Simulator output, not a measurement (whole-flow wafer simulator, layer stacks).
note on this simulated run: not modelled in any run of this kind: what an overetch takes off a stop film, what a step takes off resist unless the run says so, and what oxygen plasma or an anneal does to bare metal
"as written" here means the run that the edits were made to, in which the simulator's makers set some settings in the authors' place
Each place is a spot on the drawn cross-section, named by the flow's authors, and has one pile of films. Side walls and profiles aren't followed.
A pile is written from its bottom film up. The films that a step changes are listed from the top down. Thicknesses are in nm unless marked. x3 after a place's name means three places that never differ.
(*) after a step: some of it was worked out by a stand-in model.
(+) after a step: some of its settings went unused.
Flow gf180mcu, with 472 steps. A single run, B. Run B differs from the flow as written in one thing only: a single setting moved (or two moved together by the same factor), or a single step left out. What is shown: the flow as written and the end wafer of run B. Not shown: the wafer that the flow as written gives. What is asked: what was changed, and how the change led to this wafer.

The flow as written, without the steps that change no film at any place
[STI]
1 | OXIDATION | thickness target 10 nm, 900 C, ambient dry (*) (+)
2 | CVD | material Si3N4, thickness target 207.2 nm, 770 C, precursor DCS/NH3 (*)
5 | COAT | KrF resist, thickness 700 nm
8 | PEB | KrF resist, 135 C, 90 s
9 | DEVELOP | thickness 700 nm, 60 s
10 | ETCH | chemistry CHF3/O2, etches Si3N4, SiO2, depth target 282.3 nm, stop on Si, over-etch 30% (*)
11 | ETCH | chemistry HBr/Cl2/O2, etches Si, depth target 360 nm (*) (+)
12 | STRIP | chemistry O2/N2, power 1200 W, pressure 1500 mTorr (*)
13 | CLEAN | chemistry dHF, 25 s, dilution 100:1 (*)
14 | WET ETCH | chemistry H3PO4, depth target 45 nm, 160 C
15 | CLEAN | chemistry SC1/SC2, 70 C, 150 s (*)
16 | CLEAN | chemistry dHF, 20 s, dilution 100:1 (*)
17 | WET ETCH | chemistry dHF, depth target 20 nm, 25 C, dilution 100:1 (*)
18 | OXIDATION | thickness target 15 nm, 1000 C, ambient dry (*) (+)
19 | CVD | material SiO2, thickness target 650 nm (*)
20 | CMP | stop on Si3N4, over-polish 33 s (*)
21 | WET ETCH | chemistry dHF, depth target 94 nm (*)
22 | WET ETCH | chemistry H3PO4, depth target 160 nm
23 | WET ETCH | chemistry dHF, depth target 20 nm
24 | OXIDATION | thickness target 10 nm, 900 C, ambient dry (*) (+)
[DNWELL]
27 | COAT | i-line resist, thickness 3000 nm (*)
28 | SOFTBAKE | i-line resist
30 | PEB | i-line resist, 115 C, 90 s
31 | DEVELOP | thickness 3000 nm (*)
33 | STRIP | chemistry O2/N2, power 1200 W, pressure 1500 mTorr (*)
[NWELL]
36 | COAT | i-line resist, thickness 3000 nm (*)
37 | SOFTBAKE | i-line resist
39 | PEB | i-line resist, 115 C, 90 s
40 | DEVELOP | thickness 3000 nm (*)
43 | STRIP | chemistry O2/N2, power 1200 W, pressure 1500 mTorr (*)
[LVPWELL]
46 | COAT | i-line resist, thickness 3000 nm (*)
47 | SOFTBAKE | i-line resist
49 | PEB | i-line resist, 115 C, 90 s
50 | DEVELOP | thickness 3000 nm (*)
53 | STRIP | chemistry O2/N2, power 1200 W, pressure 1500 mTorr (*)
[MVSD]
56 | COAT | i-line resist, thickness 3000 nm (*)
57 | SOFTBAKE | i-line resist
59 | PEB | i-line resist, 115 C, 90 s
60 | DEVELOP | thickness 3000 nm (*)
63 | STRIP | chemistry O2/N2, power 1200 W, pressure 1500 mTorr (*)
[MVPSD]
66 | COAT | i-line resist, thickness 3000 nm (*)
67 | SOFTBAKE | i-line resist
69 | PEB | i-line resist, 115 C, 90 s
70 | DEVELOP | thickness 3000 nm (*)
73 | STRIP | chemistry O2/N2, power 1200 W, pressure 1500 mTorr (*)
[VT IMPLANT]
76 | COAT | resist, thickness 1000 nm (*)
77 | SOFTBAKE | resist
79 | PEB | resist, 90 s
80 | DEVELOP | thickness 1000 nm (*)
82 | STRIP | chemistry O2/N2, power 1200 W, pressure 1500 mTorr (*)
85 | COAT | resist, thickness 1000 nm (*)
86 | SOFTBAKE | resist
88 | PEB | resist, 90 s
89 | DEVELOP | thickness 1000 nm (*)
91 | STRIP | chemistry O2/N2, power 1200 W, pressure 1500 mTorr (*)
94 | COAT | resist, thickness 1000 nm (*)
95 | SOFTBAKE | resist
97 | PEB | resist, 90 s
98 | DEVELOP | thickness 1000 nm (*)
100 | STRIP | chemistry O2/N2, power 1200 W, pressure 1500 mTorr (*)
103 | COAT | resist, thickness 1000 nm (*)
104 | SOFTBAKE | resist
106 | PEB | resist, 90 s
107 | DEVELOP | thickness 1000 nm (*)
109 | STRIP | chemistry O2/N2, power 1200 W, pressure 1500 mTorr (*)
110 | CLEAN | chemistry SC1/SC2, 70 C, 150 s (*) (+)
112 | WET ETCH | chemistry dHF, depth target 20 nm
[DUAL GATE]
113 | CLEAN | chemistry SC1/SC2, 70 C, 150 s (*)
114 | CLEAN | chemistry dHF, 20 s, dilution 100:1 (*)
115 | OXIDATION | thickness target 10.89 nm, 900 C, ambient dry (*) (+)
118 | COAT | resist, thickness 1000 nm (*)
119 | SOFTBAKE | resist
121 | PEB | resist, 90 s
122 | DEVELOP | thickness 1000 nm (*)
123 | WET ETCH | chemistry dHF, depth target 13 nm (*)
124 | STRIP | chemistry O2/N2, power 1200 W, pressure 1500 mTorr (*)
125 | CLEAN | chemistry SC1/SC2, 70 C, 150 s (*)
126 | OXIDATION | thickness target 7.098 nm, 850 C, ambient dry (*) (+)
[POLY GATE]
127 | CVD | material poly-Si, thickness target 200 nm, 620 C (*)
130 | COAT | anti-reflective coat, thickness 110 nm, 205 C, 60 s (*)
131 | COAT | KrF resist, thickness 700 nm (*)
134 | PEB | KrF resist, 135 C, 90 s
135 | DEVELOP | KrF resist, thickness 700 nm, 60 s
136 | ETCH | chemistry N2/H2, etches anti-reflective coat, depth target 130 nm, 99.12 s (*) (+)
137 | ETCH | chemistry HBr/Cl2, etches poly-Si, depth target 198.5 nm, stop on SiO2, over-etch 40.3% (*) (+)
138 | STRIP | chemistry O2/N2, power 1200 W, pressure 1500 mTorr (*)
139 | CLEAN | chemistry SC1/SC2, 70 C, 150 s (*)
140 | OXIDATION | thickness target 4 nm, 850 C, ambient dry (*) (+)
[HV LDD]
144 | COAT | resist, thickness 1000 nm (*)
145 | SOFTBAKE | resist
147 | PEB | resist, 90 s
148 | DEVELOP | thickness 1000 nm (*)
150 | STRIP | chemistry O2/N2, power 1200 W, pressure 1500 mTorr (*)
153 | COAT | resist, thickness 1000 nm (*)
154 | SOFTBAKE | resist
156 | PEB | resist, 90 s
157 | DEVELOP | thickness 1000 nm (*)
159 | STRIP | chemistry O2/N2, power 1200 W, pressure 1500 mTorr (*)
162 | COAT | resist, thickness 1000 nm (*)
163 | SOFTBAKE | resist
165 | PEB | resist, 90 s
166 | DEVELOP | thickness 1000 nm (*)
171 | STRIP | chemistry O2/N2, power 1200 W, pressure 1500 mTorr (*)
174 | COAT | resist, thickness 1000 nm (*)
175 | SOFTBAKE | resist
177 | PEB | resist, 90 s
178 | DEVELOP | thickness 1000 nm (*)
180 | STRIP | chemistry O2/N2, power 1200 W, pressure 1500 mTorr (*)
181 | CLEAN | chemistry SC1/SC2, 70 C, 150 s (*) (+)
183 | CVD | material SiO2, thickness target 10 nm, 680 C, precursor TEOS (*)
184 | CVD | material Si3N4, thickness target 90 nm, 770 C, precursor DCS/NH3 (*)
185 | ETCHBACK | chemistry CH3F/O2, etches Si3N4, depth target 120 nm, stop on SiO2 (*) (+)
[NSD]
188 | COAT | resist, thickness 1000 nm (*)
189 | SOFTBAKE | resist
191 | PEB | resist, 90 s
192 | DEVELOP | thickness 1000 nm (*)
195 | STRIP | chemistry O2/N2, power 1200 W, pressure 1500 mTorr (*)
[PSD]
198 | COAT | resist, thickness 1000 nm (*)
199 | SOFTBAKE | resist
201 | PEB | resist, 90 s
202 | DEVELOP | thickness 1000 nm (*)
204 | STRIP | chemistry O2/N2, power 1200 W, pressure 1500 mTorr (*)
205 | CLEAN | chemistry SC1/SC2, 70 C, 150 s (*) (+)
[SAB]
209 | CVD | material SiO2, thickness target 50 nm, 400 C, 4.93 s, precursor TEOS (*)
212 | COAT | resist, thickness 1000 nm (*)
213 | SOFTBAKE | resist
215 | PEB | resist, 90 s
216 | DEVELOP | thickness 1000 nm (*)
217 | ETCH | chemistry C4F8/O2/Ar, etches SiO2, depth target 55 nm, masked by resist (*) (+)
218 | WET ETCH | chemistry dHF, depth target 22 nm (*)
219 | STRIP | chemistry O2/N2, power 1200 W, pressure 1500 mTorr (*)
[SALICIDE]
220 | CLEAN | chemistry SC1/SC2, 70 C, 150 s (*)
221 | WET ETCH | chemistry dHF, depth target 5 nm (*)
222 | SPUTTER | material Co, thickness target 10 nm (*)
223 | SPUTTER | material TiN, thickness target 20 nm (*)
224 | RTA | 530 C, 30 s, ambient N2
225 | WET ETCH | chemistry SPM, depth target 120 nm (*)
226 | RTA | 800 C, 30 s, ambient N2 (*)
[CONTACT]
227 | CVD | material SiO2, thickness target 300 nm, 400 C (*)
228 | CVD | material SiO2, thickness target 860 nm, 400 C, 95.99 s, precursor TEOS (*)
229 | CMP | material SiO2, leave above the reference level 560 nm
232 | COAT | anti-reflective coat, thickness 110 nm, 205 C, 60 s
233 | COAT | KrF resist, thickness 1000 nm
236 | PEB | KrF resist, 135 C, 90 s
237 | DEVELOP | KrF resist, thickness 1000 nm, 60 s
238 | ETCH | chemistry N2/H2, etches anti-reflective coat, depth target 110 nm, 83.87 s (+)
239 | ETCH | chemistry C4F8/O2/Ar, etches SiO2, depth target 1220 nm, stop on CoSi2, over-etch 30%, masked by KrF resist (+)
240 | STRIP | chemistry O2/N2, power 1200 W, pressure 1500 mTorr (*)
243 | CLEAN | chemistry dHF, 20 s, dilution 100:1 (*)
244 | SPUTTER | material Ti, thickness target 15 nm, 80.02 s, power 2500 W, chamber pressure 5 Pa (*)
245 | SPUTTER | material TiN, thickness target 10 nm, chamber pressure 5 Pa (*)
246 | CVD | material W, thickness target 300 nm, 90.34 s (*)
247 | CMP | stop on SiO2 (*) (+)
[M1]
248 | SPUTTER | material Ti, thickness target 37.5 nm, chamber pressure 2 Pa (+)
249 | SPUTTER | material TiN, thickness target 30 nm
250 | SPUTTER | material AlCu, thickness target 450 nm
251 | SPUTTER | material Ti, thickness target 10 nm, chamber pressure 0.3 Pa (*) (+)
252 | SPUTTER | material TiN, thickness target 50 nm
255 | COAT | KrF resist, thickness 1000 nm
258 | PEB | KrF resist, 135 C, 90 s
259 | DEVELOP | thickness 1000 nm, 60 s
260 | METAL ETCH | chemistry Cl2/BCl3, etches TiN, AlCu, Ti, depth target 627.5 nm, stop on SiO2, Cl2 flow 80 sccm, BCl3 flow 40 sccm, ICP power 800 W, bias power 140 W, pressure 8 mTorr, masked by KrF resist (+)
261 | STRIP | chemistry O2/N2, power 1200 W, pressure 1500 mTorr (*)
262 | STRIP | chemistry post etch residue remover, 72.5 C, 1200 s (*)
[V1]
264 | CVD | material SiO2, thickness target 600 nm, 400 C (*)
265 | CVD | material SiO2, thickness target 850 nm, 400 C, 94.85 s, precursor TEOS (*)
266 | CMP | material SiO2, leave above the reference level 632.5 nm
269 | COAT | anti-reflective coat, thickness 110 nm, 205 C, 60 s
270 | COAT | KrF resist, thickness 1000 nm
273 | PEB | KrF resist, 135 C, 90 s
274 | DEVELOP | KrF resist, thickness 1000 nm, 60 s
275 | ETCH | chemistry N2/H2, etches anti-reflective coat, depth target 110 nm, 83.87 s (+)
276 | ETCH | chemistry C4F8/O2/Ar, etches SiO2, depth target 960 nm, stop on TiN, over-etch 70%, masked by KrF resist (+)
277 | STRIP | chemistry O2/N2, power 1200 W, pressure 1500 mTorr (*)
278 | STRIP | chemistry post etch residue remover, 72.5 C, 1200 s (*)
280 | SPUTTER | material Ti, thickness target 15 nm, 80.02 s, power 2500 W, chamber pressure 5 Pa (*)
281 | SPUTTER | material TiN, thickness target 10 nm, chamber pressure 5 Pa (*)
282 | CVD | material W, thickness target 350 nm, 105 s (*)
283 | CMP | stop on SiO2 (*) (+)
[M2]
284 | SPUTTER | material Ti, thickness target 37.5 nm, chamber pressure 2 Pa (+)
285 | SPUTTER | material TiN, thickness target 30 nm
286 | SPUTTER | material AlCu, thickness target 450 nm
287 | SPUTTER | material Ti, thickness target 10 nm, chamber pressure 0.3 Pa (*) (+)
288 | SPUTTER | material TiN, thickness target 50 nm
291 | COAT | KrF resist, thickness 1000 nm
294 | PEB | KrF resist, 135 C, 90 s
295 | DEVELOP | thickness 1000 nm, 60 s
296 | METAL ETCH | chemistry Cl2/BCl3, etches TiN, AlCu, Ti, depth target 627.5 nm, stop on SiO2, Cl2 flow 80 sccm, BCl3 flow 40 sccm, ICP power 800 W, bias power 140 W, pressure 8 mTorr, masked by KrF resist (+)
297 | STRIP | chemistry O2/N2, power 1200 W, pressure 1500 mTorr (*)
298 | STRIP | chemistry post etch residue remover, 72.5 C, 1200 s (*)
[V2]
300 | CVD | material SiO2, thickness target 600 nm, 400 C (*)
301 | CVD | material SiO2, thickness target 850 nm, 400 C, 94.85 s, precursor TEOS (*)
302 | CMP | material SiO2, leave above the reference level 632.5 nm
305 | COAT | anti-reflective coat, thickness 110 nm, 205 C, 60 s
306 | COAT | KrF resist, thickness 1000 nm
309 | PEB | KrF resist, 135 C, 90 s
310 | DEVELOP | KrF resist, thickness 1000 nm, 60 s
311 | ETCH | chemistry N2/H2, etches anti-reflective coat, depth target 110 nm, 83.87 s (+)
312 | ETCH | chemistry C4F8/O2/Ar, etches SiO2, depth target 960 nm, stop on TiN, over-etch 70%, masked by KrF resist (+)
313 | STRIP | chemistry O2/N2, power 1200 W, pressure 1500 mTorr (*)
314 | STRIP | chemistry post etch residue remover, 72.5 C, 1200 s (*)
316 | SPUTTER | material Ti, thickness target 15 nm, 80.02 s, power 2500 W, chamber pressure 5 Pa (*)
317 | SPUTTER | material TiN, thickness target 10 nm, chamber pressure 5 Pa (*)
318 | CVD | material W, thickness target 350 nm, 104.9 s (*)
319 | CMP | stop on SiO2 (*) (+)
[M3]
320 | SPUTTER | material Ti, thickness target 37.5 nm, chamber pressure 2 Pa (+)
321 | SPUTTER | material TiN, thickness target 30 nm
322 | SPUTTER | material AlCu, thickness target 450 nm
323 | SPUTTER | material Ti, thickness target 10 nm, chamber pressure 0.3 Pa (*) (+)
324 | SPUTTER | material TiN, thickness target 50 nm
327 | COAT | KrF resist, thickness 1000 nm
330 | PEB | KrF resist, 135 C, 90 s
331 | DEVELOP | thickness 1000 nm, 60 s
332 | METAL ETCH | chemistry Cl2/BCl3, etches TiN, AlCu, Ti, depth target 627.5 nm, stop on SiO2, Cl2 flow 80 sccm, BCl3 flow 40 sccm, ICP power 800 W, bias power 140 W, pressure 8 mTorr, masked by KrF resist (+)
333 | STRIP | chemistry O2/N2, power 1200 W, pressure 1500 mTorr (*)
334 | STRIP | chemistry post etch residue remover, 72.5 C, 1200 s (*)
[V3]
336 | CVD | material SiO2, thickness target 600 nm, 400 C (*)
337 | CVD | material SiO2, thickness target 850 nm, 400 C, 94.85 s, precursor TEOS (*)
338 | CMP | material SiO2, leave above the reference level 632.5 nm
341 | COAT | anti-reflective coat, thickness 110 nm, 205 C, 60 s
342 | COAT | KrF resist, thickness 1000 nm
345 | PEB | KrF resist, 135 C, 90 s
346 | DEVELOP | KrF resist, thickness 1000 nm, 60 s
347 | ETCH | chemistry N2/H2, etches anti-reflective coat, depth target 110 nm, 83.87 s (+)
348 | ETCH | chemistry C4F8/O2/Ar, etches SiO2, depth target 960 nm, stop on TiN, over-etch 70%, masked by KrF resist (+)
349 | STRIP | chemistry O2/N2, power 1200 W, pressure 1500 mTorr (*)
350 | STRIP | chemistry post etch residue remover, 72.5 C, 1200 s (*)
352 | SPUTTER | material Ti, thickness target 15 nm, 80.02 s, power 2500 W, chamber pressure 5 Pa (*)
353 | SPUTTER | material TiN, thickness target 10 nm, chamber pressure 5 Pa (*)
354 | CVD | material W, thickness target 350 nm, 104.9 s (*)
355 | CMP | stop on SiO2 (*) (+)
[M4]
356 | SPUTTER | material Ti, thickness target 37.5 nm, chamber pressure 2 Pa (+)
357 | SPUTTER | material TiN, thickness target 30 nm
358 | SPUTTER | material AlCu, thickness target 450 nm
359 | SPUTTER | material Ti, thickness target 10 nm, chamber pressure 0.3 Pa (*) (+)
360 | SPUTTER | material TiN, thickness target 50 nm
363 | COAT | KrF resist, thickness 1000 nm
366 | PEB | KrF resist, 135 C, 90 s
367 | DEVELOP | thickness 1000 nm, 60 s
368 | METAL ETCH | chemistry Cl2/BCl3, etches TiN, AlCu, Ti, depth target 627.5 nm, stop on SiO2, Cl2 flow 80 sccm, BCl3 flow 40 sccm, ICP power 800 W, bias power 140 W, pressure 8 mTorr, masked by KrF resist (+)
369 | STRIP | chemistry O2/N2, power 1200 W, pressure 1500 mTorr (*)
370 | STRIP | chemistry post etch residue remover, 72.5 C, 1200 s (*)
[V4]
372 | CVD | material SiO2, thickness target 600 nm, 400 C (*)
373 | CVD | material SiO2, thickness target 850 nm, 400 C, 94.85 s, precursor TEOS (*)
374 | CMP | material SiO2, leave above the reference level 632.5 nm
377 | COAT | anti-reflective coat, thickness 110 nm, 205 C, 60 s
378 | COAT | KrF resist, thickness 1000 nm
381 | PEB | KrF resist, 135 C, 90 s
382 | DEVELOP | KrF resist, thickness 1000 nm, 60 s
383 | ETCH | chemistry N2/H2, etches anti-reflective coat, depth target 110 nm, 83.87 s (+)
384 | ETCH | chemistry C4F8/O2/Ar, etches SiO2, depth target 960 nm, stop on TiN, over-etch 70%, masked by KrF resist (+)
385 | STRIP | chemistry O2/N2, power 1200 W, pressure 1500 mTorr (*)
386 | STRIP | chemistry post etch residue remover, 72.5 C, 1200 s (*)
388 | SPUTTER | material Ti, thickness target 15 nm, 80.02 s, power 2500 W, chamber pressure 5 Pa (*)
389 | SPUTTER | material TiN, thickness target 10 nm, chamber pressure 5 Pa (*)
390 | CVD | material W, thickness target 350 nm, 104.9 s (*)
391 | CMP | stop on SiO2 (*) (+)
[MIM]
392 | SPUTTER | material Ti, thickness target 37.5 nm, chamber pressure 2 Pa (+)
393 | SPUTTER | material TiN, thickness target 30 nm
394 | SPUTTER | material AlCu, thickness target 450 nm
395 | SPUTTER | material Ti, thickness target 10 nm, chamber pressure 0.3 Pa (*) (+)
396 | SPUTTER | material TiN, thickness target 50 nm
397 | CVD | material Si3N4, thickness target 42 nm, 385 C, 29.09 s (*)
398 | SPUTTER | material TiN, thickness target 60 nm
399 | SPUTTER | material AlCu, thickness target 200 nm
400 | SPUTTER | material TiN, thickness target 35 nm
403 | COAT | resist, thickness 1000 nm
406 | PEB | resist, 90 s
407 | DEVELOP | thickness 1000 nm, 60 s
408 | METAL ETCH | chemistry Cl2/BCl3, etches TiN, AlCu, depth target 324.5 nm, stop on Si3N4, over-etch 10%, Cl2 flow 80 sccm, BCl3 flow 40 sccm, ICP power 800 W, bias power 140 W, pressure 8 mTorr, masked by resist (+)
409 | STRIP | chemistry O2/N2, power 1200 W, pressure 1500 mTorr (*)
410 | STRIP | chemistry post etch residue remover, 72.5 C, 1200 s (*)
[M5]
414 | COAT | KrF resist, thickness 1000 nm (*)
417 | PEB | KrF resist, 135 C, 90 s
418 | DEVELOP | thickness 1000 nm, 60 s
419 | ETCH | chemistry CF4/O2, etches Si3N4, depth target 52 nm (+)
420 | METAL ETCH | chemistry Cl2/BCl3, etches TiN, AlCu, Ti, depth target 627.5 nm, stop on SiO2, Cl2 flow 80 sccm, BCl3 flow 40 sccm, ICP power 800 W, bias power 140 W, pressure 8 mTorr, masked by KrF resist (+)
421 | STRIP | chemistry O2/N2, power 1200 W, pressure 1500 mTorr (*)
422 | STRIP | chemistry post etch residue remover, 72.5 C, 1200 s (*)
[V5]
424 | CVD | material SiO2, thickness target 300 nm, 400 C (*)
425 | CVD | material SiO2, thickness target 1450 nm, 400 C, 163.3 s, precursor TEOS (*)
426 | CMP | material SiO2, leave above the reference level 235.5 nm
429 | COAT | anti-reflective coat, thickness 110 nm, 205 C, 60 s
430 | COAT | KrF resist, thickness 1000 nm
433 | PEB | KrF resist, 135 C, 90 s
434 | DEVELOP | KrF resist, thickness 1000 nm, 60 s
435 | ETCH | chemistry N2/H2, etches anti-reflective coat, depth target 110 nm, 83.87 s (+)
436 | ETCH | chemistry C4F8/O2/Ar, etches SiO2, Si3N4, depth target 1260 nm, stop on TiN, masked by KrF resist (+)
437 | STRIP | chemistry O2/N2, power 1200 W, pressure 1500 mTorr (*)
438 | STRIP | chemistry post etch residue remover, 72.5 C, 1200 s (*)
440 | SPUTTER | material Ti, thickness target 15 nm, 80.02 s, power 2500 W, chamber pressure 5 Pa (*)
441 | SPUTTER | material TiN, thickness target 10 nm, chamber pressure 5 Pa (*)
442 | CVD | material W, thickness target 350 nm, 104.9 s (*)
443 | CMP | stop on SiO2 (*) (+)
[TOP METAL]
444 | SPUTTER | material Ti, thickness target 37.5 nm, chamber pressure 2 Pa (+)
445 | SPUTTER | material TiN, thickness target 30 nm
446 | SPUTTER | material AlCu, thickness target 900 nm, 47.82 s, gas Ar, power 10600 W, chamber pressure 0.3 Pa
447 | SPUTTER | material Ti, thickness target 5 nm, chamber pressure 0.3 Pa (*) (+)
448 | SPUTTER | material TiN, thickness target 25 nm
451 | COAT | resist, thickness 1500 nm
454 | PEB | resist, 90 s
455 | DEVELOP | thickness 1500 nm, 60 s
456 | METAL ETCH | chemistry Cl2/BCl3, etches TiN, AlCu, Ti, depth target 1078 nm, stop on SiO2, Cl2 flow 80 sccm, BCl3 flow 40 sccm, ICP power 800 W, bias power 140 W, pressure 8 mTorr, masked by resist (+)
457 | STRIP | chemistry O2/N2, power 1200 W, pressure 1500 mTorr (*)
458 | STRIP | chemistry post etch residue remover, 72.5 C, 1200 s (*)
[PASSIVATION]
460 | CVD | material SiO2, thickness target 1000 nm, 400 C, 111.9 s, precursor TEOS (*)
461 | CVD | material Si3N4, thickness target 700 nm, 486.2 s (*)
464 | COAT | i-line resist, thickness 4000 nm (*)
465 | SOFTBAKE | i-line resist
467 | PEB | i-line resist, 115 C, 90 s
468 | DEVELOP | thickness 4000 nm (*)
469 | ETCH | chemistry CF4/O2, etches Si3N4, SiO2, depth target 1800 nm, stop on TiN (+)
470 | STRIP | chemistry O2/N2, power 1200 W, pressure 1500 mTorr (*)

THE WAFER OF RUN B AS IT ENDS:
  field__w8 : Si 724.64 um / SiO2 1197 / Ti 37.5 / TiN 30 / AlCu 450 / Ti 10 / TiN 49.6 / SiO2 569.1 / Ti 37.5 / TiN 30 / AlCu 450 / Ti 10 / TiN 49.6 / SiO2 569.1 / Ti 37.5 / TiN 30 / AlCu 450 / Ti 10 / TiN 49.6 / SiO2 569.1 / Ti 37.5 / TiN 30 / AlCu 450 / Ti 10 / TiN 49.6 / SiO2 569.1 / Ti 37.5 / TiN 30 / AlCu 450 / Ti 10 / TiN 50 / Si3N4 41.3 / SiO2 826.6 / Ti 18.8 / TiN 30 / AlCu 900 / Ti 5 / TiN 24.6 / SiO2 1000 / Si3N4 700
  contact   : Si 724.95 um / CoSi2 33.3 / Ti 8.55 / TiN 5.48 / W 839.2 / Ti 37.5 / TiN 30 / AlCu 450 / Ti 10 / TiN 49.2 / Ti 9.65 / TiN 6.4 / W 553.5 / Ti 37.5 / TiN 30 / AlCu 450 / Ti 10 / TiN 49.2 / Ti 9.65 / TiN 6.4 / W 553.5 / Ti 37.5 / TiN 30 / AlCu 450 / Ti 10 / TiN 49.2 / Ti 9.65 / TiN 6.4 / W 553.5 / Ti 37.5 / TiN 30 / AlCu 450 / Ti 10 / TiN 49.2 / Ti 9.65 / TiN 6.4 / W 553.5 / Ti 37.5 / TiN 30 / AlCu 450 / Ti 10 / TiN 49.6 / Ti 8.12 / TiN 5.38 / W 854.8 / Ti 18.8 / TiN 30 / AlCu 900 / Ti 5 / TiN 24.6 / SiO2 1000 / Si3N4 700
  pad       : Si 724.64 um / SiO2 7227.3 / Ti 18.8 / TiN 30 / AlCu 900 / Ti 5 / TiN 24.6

What caused this: step 444, SPUTTER: thickness target 18.75 nm was run, while the flow as written has thickness target 37.5 nm.
The wafer lets one read it off: field__w8 has Ti 18.8, and step 444 as written asks for 37.5 nm.

How this came from the change, step by step:
  444 | SPUTTER | material Ti, thickness target 37.5 nm, chamber pressure 2 Pa (+)
      field, field__w1, field__w2 and 109 more: +18.8 Ti (new film) (in the flow as written it would be: +37.5 Ti (new film))
  456 | METAL ETCH | chemistry Cl2/BCl3, etches TiN, AlCu, Ti, depth target 1078 nm, stop on SiO2, Cl2 flow 80 sccm, BCl3 flow 40 sccm, ICP power 800 W, bias power 140 W, pressure 8 mTorr, masked by resist (+)
      field, field__w1, field__w2 and 103 more: -25 TiN (all of it), -5 Ti (all of it), -900 AlCu (all of it), -30 TiN (all of it), -18.8 Ti (all of it) (in the flow as written it would be: -25 TiN (all of it), -5 Ti (all of it), -900 AlCu (all of it), -30 TiN (all of it), -37.5 Ti (all of it))
  465 | SOFTBAKE | i-line resist
      field__w5, field__w9: +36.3 i-line resist (in the flow as written it would be: +37.3 i-line resist)
      field__w13, nw_enc_fld_lv__w4: +36.9 i-line resist (in the flow as written it would be: +37.9 i-line resist)
      (also at 60 further places)
